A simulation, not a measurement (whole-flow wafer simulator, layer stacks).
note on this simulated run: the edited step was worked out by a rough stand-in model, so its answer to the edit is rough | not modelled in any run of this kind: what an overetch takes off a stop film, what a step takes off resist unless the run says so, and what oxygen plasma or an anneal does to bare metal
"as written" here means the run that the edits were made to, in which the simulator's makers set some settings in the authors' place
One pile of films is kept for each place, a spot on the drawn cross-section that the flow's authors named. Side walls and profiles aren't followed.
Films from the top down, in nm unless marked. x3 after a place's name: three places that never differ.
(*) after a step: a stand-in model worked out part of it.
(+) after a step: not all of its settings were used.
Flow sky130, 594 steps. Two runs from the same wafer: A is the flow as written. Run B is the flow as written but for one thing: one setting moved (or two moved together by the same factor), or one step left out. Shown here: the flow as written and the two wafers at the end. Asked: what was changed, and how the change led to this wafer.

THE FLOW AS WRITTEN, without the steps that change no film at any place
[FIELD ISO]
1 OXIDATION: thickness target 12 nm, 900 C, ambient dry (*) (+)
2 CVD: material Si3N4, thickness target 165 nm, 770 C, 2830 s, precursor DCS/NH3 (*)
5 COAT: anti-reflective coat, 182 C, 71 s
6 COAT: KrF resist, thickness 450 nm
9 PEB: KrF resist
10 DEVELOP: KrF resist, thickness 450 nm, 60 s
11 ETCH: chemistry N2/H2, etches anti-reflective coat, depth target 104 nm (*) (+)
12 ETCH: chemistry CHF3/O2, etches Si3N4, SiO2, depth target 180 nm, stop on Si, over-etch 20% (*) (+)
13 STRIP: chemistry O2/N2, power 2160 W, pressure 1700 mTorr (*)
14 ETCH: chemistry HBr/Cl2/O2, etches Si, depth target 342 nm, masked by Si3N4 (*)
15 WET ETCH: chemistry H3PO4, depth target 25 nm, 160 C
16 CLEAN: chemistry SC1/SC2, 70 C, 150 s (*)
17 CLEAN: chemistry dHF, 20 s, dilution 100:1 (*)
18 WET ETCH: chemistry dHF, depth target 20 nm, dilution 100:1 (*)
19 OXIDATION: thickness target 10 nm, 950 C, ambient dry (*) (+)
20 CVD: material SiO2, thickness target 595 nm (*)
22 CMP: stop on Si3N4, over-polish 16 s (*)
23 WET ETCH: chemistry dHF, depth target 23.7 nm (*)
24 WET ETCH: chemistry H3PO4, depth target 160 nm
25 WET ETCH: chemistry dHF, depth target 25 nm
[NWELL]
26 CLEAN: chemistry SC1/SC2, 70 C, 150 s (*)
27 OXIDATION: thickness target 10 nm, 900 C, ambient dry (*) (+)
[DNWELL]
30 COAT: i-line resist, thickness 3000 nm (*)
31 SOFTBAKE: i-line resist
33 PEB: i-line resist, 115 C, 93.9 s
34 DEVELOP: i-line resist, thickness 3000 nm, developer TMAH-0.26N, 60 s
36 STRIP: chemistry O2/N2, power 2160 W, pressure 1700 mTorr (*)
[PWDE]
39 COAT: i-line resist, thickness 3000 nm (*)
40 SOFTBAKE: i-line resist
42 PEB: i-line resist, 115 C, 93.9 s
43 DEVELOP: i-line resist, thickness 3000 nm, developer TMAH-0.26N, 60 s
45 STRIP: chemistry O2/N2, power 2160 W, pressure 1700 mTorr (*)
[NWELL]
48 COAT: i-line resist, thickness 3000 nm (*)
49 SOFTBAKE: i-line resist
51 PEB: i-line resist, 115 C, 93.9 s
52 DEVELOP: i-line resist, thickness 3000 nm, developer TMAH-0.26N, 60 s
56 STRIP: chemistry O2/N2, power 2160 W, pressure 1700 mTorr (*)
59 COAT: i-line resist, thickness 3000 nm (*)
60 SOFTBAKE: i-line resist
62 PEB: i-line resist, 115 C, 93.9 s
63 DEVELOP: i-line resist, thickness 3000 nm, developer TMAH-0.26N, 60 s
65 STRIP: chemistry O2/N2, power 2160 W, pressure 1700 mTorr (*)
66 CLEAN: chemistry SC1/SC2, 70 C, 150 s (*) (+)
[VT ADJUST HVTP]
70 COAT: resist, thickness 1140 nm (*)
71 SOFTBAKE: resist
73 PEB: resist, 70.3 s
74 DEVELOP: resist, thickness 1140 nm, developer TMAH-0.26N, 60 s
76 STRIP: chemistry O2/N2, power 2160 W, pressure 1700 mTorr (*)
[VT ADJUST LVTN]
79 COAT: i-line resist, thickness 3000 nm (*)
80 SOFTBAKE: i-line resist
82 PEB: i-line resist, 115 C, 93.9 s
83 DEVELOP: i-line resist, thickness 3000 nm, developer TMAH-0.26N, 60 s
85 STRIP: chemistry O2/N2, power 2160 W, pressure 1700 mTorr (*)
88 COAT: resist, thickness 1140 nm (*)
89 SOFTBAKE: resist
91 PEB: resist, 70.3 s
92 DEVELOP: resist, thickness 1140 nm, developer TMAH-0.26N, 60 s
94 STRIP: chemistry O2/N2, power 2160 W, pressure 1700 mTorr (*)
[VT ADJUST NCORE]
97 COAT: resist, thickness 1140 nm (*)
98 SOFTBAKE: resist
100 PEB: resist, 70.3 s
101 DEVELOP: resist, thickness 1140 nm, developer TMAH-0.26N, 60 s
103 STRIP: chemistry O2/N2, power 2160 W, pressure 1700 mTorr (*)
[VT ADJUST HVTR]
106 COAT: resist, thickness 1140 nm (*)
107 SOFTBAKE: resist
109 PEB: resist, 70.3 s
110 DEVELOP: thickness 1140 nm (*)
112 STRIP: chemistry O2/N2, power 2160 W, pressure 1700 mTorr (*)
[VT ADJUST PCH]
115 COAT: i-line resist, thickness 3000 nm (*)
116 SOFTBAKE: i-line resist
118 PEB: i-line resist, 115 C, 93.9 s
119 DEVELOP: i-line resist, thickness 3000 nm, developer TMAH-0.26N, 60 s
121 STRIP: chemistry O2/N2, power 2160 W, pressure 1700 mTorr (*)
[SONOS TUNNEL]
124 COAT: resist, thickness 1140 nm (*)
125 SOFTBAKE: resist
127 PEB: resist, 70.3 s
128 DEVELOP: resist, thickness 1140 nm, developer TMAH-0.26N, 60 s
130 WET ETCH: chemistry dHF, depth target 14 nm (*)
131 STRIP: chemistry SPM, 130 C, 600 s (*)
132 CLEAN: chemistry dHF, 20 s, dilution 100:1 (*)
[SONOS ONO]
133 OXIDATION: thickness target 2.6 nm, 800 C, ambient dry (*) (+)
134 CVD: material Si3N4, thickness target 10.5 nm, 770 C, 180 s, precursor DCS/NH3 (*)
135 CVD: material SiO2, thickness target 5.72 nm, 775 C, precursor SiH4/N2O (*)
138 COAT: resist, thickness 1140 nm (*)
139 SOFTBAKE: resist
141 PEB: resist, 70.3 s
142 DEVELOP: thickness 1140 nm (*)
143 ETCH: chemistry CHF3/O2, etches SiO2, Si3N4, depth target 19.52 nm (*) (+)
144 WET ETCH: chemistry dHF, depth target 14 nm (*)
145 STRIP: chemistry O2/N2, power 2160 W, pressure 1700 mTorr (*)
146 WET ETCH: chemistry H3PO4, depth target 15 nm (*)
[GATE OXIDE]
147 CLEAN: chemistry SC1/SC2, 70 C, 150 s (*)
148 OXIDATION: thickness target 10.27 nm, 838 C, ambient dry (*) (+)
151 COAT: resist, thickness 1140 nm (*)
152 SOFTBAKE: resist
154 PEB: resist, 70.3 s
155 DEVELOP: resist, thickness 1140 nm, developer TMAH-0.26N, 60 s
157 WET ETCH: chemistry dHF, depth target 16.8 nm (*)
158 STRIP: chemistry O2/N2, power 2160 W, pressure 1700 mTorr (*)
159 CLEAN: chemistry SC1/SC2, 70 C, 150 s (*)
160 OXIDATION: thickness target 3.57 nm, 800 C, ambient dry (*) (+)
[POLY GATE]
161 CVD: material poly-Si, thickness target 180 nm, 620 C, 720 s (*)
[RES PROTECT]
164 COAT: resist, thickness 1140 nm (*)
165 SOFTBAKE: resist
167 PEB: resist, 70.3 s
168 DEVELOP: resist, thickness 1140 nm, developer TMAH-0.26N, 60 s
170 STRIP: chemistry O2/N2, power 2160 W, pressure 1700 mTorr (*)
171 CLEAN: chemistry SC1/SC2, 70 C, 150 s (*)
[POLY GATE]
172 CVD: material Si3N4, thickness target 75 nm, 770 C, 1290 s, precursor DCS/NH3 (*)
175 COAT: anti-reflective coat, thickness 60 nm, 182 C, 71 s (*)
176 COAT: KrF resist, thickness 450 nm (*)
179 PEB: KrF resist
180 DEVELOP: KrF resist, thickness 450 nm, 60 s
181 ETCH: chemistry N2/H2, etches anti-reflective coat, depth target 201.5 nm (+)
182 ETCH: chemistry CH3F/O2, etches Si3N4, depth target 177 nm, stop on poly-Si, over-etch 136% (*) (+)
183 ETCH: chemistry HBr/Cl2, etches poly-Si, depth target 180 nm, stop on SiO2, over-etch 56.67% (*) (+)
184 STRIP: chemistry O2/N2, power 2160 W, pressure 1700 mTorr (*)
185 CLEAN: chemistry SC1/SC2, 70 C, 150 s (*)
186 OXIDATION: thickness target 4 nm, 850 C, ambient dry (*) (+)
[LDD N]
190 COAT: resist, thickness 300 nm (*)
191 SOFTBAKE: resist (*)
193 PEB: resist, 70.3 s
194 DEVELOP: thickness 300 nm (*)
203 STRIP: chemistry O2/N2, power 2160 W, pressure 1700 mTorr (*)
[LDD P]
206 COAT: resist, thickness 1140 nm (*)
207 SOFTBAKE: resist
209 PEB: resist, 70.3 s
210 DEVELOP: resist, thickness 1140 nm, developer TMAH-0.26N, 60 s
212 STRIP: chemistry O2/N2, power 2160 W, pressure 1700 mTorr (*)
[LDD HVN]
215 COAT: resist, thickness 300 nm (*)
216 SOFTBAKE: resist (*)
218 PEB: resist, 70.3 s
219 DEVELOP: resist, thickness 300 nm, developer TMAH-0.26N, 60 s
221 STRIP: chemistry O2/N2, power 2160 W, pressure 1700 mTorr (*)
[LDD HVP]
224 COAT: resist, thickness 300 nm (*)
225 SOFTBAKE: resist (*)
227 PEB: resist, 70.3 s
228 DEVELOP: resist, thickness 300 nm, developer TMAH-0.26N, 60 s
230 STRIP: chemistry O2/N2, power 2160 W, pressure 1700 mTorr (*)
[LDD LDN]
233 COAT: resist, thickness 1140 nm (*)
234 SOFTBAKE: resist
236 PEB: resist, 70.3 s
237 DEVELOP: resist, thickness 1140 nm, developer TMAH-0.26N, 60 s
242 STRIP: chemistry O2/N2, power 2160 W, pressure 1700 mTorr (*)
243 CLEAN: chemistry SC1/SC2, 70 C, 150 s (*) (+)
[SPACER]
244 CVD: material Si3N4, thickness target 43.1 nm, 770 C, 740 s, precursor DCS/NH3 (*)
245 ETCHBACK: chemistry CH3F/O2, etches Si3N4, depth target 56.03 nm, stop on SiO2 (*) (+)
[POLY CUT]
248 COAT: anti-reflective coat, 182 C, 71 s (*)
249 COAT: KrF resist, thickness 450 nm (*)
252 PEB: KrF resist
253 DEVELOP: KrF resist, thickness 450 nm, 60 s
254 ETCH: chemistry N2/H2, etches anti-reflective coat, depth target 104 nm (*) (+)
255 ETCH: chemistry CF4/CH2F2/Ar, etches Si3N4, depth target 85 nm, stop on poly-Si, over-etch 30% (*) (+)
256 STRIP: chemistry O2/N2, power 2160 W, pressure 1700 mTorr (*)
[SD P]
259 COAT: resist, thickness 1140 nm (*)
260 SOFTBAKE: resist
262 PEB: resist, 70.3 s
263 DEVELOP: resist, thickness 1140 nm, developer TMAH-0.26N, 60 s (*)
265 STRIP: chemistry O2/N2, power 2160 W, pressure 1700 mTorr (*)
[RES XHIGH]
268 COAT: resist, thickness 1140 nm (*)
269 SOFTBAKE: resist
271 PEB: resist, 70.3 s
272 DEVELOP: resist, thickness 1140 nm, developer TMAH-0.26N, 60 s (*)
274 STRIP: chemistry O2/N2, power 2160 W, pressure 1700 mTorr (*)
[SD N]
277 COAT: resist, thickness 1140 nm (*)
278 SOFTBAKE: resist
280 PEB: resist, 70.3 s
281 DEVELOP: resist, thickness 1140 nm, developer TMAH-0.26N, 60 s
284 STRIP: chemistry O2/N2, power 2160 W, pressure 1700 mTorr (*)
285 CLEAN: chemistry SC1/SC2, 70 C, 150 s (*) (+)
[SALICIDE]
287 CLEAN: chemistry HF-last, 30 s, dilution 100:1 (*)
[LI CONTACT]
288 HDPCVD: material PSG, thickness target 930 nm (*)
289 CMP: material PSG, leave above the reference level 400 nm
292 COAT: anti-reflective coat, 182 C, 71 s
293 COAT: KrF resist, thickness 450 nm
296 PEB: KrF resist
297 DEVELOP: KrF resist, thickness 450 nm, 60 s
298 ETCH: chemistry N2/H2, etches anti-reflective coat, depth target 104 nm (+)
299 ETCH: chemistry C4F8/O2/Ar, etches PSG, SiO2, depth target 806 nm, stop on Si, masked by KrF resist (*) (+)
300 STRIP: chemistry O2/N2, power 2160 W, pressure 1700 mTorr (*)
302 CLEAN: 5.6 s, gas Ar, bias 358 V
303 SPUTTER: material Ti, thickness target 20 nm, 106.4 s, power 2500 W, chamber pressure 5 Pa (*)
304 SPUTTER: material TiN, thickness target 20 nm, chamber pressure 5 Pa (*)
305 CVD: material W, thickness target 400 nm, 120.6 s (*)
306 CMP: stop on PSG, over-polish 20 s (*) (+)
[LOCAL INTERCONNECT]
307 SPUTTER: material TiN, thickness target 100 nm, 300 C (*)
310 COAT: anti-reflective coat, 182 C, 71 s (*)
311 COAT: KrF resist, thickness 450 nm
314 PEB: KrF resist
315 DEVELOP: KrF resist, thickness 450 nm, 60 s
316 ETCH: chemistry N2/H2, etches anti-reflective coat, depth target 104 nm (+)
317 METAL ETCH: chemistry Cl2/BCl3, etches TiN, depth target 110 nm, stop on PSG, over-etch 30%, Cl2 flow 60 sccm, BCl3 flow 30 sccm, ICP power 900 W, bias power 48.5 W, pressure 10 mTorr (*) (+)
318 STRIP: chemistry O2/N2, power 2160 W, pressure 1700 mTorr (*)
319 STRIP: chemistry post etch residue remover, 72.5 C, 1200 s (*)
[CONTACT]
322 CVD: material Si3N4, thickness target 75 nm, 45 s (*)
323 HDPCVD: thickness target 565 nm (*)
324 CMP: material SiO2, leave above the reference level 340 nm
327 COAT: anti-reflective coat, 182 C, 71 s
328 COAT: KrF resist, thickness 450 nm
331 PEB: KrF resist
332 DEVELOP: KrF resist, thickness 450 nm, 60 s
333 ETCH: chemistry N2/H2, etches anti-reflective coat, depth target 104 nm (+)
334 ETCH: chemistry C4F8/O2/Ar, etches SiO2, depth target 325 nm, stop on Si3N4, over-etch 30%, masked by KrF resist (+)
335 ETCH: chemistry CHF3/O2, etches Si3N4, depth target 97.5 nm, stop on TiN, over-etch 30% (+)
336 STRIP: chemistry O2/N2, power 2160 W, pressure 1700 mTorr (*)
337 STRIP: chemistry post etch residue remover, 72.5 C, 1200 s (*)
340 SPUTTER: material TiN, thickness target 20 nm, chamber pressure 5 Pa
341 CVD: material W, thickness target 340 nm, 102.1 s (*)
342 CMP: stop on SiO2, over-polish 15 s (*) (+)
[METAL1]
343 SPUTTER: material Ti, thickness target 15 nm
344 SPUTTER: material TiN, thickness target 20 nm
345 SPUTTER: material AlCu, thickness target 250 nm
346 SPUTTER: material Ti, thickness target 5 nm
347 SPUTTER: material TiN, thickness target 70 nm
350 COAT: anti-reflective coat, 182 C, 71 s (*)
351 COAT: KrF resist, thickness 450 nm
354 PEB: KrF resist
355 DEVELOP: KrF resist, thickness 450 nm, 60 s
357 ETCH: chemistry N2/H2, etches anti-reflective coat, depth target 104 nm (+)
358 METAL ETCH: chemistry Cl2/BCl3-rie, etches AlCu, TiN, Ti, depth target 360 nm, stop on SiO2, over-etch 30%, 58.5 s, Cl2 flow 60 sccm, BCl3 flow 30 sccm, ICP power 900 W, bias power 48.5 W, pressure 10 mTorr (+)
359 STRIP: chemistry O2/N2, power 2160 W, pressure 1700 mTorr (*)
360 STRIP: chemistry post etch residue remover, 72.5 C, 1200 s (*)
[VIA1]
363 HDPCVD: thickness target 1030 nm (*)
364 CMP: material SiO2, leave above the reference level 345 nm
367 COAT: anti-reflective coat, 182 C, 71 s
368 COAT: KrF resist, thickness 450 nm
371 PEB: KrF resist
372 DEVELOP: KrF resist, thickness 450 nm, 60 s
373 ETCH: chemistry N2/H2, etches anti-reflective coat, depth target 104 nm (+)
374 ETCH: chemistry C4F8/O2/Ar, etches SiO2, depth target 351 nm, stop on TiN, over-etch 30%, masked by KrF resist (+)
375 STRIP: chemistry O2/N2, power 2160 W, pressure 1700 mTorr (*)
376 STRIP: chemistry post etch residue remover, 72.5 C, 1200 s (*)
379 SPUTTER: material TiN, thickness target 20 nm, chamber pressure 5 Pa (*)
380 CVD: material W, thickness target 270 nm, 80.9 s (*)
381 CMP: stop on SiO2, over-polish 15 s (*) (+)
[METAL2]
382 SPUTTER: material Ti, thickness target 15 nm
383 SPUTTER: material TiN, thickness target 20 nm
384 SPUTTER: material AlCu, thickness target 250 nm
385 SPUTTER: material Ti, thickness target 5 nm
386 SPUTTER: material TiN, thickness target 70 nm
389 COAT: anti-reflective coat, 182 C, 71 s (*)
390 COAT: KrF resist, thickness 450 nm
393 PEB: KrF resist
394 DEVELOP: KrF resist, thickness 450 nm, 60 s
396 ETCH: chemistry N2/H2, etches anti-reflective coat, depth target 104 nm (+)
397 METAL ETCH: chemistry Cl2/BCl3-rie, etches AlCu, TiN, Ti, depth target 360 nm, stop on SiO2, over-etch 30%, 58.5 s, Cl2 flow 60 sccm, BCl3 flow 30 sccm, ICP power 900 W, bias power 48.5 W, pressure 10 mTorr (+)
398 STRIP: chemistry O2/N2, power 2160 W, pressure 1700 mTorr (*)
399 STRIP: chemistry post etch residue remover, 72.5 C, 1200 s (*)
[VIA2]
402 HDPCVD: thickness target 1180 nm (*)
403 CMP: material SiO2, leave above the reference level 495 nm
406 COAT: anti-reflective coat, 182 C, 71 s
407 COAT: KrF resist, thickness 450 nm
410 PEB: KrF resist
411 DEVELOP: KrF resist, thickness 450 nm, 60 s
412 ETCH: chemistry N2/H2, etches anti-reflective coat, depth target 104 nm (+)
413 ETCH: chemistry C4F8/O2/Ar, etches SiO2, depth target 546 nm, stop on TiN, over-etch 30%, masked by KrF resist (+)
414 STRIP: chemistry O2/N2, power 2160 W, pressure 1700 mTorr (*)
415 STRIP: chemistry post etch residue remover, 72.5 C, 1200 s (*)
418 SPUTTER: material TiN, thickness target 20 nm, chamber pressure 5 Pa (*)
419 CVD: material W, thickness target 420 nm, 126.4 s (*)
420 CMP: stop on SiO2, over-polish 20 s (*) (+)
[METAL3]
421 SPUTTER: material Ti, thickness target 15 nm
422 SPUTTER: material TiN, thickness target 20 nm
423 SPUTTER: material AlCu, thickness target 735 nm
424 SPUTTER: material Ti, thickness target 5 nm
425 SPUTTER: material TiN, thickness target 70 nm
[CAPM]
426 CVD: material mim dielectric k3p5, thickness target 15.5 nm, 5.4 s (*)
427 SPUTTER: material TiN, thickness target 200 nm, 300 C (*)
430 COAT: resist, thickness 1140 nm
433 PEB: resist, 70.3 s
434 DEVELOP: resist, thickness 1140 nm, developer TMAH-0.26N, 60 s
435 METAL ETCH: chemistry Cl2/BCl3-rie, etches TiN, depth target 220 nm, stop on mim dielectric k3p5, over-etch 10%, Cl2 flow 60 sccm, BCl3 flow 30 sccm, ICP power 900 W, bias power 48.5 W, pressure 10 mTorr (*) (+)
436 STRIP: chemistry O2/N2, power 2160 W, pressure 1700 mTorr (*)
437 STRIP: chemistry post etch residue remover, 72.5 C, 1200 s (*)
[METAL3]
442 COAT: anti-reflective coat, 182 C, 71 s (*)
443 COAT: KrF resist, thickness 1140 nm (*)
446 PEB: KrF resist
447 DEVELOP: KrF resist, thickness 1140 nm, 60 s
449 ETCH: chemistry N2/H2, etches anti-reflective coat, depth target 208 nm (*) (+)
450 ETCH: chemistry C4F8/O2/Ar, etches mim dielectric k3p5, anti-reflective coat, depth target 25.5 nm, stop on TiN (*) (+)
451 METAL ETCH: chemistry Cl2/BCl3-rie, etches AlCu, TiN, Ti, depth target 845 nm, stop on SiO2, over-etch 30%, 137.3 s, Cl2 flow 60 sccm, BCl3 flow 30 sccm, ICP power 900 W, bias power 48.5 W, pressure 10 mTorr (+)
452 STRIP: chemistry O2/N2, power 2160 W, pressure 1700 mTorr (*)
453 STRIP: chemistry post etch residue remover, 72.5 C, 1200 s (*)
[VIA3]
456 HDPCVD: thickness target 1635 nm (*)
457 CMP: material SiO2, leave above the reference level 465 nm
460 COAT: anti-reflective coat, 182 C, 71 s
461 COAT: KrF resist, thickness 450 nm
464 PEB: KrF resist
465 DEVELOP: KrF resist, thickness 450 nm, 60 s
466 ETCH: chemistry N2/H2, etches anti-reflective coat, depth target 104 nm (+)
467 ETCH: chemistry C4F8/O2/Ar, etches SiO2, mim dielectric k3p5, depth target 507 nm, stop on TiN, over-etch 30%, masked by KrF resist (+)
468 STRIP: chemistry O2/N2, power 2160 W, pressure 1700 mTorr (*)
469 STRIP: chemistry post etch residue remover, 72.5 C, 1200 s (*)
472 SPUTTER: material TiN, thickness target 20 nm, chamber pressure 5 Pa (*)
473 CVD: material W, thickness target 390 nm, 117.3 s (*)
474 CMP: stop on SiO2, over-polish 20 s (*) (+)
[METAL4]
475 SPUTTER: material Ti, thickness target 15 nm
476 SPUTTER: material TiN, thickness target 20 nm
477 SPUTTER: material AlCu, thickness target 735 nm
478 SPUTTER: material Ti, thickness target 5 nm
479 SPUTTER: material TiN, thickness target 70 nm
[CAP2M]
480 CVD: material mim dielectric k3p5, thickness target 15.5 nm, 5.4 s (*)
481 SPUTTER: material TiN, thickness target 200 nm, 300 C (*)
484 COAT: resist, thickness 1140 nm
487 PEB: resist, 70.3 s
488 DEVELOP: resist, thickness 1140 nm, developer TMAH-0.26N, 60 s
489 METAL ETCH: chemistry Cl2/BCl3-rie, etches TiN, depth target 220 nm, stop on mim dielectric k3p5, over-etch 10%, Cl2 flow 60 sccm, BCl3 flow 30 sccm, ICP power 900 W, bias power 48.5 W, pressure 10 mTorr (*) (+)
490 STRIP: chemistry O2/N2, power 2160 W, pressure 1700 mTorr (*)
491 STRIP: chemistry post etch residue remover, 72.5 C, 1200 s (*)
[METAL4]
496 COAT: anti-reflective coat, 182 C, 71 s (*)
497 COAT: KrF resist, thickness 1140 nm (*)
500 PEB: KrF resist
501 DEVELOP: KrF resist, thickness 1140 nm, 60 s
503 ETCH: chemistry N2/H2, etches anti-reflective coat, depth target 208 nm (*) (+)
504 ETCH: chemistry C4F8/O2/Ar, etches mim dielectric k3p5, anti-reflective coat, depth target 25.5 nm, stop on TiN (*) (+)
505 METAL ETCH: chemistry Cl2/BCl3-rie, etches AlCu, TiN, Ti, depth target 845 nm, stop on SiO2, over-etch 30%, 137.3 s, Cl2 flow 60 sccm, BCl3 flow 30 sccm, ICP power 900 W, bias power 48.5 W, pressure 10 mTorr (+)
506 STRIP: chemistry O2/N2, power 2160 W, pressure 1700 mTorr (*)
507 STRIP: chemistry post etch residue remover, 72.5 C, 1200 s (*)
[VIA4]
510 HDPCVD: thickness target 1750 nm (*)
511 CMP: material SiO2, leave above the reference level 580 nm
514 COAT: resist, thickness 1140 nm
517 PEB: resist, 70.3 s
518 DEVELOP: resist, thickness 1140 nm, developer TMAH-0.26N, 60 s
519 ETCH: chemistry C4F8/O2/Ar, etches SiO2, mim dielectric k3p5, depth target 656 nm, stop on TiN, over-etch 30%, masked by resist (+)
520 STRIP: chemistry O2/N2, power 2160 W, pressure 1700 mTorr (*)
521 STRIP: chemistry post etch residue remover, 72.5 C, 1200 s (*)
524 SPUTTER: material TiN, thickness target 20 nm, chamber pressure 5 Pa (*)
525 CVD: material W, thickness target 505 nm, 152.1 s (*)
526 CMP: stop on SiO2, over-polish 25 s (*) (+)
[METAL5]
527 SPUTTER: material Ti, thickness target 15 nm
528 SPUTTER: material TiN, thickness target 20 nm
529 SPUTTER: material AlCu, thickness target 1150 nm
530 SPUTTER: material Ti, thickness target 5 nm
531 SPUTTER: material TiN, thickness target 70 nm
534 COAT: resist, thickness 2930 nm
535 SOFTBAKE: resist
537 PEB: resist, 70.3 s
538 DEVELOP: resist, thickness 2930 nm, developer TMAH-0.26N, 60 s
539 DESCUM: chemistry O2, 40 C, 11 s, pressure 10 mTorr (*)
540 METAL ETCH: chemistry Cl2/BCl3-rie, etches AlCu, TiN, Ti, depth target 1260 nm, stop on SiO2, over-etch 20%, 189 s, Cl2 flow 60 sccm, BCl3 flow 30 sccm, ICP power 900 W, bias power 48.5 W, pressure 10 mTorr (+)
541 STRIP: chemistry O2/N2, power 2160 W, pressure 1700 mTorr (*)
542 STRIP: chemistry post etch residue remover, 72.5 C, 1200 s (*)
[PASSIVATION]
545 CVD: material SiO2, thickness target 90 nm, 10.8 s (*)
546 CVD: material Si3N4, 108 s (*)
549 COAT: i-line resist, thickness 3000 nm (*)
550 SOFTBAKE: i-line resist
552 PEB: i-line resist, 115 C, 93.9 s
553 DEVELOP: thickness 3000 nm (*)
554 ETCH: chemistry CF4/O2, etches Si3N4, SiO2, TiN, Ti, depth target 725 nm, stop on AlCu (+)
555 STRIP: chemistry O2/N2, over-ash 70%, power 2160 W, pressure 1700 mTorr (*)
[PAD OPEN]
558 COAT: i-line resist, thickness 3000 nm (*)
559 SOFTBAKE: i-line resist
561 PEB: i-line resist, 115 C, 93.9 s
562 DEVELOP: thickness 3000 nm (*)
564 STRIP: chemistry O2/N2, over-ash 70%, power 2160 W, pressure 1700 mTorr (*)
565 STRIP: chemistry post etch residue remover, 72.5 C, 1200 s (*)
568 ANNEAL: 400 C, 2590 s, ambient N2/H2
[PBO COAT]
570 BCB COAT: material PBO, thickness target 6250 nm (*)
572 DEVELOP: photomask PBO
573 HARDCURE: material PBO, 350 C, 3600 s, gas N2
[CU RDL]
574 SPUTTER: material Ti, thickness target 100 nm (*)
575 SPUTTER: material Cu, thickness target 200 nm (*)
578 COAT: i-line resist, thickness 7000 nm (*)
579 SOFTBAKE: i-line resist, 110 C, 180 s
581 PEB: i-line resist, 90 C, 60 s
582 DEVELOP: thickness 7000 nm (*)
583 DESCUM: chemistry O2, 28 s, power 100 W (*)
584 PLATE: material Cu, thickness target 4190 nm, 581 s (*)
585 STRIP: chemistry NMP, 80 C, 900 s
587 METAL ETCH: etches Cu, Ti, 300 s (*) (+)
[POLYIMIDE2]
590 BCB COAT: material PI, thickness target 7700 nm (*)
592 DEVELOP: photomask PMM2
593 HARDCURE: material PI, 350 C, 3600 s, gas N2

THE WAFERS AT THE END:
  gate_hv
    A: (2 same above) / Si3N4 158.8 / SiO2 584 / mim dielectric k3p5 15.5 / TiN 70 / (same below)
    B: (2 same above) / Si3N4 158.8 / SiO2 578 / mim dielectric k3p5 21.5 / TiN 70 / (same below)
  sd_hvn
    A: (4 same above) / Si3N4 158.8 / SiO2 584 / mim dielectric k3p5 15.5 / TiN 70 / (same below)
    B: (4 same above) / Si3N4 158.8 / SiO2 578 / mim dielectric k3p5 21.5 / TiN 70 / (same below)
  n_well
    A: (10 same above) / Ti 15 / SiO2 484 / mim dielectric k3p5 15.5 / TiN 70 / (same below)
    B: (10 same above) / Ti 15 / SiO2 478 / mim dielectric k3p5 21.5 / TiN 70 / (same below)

The cause: step 480, CVD: thickness target 21.5 nm was run, where the flow has thickness target 15.5 nm; step 480, CVD: 7.51 s was run, where the flow has 5.4 s.
It can be read off the wafer: gate_hv has mim dielectric k3p5 21.5, and step 480 as written asks for 15.5 nm.

How the change led to this, step by step:
  480 CVD: material mim dielectric k3p5, thickness target 15.5 nm, 5.4 s (*)
      field, active, n_well and 189 more: A mim dielectric k3p5 +15.5 (new film) | B mim dielectric k3p5 +21.5 (new film)
  504 ETCH: chemistry C4F8/O2/Ar, etches mim dielectric k3p5, anti-reflective coat, depth target 25.5 nm, stop on TiN (*) (+)
      n_well, p_well, gate_hv and 102 more: A KrF resist -15.5 | B KrF resist -17
      field, active, gate and 85 more: A mim dielectric k3p5 -15.5 (all of it) | B mim dielectric k3p5 -21.5 (all of it)
  519 ETCH: chemistry C4F8/O2/Ar, etches SiO2, mim dielectric k3p5, depth target 656 nm, stop on TiN, over-etch 30%, masked by resist (+)
      m1: A SiO2 -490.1 (all of it), mim dielectric k3p5 -15.5 (all of it) | B SiO2 -484.1 (all of it), mim dielectric k3p5 -21.5 (all of it)
      via4_hole: A SiO2 -489.5 (all of it), mim dielectric k3p5 -15.5 (all of it) | B SiO2 -483.5 (all of it), mim dielectric k3p5 -21.5 (all of it)
